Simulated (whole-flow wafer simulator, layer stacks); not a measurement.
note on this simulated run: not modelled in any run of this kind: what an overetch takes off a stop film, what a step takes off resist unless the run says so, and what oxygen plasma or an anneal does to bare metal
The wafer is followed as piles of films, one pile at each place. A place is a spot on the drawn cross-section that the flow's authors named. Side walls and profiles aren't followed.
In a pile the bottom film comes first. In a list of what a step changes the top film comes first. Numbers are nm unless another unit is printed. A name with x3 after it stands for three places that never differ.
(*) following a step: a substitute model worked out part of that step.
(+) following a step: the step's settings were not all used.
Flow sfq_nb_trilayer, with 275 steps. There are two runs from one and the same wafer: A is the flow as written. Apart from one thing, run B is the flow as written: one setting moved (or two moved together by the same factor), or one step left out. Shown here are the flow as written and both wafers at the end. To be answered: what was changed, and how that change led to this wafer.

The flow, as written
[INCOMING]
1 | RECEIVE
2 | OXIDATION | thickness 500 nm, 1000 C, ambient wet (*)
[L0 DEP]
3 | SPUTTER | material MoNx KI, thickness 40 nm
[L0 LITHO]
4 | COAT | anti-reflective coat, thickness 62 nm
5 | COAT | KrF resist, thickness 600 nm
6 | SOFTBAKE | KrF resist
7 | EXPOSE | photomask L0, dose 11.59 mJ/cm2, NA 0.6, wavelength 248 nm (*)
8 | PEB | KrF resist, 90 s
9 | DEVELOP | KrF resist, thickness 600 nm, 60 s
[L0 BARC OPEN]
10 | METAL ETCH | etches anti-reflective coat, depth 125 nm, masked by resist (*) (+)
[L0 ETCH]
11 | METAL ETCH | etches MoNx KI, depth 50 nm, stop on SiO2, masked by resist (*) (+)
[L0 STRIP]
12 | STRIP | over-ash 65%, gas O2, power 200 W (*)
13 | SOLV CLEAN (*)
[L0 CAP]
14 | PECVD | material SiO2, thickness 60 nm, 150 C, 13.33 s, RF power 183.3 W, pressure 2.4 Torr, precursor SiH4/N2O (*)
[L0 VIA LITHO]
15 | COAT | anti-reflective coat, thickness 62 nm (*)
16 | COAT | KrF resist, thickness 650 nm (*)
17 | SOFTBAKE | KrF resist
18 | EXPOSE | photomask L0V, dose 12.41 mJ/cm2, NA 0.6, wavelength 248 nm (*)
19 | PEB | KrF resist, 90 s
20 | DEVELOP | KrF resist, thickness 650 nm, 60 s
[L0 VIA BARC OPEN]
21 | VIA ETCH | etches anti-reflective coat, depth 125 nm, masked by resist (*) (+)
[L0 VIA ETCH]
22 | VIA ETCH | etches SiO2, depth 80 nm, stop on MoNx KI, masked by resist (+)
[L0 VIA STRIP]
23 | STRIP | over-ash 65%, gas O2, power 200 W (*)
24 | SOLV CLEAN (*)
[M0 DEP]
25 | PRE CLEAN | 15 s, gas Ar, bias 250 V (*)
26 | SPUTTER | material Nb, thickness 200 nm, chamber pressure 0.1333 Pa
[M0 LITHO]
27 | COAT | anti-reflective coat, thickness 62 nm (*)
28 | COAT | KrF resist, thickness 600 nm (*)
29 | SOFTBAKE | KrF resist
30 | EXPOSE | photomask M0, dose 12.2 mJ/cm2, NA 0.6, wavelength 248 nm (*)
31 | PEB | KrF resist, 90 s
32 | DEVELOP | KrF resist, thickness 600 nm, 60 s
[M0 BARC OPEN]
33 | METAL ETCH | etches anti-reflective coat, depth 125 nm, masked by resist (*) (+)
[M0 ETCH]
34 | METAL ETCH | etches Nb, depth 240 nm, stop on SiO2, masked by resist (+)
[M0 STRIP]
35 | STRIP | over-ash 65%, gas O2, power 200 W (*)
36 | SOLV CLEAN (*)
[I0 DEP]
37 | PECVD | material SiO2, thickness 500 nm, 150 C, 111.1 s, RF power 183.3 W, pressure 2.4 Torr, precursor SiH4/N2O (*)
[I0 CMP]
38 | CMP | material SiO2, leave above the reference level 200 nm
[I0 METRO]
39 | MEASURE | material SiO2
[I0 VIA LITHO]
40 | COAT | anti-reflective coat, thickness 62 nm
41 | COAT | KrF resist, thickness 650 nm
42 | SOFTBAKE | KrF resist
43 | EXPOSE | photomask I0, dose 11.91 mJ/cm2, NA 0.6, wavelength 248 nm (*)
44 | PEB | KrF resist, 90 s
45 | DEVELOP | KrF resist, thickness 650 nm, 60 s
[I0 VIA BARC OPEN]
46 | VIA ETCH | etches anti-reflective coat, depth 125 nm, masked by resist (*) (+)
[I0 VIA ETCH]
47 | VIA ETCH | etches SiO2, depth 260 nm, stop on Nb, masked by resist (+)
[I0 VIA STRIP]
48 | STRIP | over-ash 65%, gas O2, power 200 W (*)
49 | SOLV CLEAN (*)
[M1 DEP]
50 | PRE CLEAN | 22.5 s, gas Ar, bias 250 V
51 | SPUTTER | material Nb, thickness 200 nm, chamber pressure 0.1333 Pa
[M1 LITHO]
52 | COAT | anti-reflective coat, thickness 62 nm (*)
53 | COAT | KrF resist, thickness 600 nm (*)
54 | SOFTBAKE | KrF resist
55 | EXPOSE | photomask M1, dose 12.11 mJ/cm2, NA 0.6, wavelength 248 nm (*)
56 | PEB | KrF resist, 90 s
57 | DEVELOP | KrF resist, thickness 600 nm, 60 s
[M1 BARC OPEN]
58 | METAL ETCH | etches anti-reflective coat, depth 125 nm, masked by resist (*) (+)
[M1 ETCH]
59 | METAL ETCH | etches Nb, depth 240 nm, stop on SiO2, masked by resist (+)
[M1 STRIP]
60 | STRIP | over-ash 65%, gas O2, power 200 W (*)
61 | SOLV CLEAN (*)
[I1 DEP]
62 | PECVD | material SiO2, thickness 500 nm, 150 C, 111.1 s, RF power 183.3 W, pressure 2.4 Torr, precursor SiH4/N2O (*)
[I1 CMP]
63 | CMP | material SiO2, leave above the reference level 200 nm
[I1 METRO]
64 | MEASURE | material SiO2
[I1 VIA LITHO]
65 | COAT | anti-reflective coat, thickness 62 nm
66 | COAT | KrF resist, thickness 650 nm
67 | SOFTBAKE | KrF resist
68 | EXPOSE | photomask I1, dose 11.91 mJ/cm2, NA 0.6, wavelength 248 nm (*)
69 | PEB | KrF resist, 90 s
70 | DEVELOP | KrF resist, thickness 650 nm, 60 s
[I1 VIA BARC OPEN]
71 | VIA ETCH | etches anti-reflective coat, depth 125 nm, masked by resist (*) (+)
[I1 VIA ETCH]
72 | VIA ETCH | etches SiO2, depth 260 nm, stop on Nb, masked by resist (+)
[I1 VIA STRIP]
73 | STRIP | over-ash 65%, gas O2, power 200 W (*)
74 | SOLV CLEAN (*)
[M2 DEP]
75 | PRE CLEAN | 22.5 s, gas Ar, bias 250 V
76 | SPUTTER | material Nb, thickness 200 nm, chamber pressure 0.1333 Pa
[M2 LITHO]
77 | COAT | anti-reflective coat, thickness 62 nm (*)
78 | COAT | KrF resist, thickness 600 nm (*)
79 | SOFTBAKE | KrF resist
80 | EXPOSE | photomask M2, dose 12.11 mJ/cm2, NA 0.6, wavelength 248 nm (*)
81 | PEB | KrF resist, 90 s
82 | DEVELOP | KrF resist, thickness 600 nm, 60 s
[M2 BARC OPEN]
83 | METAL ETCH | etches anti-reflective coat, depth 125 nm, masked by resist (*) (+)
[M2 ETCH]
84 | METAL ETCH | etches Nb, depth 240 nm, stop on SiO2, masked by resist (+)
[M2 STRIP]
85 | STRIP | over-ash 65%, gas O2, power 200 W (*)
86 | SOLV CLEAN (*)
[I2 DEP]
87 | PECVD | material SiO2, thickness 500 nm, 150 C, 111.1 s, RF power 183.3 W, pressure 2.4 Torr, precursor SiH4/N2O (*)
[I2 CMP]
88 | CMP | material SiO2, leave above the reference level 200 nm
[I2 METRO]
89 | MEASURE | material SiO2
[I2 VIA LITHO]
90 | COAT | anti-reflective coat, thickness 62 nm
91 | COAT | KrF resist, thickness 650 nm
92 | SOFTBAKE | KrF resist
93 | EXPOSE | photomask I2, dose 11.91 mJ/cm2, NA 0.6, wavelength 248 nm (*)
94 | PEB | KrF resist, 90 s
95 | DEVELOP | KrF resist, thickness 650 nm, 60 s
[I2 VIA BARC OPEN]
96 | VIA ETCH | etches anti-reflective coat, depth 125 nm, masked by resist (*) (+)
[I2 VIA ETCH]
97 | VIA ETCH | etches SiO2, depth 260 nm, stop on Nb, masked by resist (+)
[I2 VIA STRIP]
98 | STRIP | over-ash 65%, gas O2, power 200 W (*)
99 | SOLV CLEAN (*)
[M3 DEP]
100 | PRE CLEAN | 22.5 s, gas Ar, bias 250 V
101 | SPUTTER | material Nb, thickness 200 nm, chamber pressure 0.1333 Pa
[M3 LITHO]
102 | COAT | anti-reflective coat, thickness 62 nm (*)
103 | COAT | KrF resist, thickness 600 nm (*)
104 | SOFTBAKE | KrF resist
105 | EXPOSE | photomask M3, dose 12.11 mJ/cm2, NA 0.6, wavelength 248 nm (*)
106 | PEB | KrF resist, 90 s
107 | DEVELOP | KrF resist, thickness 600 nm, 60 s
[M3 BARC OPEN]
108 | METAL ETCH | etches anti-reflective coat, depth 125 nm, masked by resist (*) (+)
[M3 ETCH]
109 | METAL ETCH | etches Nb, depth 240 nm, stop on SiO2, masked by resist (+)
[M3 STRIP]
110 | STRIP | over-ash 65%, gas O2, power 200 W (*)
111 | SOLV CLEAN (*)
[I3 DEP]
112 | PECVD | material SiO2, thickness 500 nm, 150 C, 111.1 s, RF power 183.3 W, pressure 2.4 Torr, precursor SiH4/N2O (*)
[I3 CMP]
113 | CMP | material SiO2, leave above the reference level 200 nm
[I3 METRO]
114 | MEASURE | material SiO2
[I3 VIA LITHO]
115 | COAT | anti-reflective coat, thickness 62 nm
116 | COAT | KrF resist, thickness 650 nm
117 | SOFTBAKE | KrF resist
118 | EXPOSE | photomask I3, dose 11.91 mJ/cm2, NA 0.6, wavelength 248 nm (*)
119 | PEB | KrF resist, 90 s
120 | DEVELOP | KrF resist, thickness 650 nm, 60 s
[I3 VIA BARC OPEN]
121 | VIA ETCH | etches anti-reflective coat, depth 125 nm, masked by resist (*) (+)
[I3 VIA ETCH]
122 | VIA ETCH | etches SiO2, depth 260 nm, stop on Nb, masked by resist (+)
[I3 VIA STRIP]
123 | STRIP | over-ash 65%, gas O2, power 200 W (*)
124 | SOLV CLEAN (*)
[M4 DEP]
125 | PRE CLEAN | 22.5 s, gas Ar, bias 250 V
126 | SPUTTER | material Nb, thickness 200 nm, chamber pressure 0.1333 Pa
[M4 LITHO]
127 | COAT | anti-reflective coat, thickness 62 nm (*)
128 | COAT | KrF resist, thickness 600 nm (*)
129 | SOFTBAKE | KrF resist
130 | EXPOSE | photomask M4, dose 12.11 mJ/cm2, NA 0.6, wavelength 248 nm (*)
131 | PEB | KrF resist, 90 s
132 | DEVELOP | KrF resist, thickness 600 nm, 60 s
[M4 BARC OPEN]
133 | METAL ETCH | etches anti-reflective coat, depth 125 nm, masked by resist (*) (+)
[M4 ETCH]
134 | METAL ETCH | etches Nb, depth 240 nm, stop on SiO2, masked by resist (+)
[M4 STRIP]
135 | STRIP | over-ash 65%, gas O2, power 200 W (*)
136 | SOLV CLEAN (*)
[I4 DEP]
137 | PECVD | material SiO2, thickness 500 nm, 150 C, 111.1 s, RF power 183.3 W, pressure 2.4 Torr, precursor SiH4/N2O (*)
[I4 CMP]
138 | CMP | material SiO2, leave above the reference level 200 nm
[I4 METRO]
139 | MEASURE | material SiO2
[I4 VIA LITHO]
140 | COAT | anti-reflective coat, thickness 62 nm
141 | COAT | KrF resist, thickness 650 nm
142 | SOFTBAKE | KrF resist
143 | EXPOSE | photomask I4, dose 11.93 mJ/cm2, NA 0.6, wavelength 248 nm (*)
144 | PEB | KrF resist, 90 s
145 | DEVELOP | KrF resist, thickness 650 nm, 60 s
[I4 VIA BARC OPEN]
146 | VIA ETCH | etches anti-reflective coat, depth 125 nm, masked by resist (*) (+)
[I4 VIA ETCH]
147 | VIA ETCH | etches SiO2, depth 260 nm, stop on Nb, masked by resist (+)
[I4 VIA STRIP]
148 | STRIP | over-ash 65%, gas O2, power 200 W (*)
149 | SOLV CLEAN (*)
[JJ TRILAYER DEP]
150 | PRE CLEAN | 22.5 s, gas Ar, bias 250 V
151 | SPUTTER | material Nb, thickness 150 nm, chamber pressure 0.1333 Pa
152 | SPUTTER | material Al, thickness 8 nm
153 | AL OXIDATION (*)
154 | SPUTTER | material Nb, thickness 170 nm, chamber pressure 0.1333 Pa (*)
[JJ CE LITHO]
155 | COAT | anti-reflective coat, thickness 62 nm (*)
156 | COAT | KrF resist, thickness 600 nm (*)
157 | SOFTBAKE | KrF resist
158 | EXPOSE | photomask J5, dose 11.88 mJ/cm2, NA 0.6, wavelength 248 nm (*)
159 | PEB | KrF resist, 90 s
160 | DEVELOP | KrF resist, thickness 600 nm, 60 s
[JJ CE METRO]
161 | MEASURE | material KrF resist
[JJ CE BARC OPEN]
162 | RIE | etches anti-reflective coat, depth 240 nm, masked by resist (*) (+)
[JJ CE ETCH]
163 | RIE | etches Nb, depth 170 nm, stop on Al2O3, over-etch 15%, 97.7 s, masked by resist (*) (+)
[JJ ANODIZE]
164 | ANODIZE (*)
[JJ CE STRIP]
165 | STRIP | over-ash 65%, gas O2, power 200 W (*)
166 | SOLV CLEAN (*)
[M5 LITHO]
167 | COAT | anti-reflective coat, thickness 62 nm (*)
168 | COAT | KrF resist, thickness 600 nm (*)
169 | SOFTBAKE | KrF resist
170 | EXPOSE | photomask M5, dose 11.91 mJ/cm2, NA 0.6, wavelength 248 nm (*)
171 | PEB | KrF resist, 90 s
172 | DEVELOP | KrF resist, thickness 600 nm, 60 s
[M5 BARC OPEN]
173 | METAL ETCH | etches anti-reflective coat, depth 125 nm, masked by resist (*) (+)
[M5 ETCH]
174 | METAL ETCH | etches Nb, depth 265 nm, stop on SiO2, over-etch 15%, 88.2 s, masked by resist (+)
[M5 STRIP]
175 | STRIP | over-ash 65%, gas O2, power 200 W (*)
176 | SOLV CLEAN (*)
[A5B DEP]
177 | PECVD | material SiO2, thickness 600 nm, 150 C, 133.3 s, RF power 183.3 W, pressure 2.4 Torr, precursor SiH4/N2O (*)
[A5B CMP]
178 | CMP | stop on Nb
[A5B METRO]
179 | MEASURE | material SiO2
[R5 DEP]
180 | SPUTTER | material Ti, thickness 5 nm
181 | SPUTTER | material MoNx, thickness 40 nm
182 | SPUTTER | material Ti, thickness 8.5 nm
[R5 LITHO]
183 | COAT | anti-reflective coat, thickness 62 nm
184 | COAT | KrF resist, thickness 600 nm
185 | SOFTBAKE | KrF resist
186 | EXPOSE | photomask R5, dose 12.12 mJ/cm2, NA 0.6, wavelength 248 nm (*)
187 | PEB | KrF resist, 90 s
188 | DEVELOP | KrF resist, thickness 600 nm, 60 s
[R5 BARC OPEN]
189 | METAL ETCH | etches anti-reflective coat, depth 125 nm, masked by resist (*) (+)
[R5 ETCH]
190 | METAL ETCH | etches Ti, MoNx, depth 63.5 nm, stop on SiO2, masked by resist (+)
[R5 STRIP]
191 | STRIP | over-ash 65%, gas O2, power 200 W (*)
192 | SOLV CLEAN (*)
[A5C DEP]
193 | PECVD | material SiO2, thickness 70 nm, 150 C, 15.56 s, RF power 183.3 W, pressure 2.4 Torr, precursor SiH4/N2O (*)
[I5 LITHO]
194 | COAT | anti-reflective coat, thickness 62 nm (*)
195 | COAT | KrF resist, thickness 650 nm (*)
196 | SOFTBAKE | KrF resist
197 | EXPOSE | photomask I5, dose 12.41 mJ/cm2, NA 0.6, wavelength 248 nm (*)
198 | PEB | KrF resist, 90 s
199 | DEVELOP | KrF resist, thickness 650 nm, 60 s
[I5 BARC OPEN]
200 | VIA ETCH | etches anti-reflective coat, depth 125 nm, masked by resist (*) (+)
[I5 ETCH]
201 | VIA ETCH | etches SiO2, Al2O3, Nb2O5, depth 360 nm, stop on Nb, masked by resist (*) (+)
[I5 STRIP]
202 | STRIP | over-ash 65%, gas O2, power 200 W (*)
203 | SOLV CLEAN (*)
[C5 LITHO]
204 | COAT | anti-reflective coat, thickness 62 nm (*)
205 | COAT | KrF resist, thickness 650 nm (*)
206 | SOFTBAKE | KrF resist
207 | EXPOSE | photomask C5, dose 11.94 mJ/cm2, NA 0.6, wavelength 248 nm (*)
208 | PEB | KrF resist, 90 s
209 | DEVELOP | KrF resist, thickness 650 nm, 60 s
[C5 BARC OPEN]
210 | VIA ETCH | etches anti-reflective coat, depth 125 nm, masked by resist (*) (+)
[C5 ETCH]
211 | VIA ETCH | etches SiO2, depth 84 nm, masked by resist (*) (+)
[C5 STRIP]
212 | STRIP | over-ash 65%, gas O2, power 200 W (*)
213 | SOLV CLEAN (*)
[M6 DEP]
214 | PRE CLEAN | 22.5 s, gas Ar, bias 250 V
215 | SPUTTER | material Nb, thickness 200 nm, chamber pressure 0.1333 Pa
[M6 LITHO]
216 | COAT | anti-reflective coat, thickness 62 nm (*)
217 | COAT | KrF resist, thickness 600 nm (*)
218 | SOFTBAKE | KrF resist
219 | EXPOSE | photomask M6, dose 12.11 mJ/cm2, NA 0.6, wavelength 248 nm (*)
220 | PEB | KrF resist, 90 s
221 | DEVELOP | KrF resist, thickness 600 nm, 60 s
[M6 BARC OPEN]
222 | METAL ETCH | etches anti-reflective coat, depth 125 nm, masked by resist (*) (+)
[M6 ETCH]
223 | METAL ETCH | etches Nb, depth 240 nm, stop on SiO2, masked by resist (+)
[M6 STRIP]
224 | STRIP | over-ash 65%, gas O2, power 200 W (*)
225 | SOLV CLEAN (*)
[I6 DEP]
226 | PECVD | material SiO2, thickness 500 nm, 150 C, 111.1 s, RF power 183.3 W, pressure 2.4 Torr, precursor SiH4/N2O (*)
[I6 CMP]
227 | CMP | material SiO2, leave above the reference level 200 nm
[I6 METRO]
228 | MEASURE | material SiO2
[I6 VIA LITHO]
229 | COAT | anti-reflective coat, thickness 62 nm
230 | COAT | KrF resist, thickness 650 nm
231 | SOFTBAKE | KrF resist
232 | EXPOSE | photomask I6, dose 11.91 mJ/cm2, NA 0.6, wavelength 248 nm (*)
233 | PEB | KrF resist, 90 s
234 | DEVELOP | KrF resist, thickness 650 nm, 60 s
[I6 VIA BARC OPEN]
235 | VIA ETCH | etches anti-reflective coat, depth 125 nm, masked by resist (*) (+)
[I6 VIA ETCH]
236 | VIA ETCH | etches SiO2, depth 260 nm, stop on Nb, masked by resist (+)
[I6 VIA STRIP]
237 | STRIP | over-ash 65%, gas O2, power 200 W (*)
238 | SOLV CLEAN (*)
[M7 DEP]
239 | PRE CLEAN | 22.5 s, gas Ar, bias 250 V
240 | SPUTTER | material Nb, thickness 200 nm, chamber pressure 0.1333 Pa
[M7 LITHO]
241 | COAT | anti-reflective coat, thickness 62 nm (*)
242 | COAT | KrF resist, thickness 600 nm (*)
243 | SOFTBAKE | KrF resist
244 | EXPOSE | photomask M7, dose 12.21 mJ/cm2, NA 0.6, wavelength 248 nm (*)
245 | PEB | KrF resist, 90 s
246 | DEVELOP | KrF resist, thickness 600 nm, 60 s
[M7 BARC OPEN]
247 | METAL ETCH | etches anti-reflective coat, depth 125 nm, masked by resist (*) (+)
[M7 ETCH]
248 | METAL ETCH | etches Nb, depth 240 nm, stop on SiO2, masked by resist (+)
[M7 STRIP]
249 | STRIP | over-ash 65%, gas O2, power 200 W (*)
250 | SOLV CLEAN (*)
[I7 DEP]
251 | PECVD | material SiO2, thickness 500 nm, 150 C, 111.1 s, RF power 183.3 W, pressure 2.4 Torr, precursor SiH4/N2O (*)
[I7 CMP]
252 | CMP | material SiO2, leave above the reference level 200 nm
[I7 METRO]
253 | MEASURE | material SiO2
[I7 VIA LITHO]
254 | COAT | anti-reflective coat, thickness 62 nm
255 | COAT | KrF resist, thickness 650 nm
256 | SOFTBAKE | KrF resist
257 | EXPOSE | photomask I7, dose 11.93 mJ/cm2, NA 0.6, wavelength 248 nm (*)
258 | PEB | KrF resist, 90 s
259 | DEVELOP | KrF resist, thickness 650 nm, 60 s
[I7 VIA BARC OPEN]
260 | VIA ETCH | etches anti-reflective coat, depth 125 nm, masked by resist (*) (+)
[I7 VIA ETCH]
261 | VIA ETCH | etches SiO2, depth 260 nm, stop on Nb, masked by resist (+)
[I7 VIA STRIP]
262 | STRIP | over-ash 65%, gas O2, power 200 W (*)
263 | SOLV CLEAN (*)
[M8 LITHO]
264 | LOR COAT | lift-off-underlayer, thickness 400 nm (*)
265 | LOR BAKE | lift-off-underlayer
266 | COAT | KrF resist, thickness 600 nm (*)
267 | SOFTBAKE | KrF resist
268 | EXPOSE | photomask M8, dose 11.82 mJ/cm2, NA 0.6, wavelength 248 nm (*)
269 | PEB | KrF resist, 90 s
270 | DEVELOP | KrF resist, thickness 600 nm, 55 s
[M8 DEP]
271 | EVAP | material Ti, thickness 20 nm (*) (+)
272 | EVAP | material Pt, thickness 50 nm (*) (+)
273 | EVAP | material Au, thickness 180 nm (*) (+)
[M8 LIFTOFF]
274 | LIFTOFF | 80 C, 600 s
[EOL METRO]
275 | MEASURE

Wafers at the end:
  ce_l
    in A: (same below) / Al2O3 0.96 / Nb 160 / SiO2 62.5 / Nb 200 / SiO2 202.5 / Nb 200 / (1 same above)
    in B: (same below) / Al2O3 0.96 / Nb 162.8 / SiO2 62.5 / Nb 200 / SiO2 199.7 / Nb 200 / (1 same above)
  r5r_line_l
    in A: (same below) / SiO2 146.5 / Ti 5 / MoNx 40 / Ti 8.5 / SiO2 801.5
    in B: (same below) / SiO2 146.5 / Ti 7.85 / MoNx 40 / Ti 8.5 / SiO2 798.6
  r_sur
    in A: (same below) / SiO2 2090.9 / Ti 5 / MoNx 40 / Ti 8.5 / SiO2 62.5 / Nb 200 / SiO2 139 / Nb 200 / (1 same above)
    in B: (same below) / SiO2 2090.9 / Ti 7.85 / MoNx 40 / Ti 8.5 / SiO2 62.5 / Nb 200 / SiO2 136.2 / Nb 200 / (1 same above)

Cause: step 180, SPUTTER: thickness 7.85 nm was run, though the flow has thickness 5 nm.
The wafer itself shows it: r5r_line_l has Ti 7.85, and step 180 as written asks for 5 nm.

How this came from the change, step by step:
  180 | SPUTTER | material Ti, thickness 5 nm
      field_l, v_sur, via_wl and 103 more: A +5 Ti (new film) | B +7.85 Ti (new film)
  190 | METAL ETCH | etches Ti, MoNx, depth 63.5 nm, stop on SiO2, masked by resist (+)
      field_l, v_sur, via_wl and 92 more: A -8.5 Ti (all of it), -40 MoNx (all of it), -5 Ti (all of it) | B -8.5 Ti (all of it), -40 MoNx (all of it), -7.85 Ti (all of it)
      ce_l, c5j, ce_r, wl_jj: A -8.5 Ti (all of it), -40 MoNx (all of it), -5 Ti (all of it), -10 Nb | B -8.5 Ti (all of it), -40 MoNx (all of it), -7.85 Ti (all of it), -7.15 Nb
  216 | COAT | anti-reflective coat, thickness 62 nm (*)
      sp_r: A +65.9 anti-reflective coat (new film) | B +67.4 anti-reflective coat (new film)
  224 | STRIP | over-ash 65%, gas O2, power 200 W (*)
      sp_r: A -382 KrF resist (all of it), -65.9 anti-reflective coat (all of it) | B -381.9 KrF resist (all of it), -67.4 anti-reflective coat (all of it)
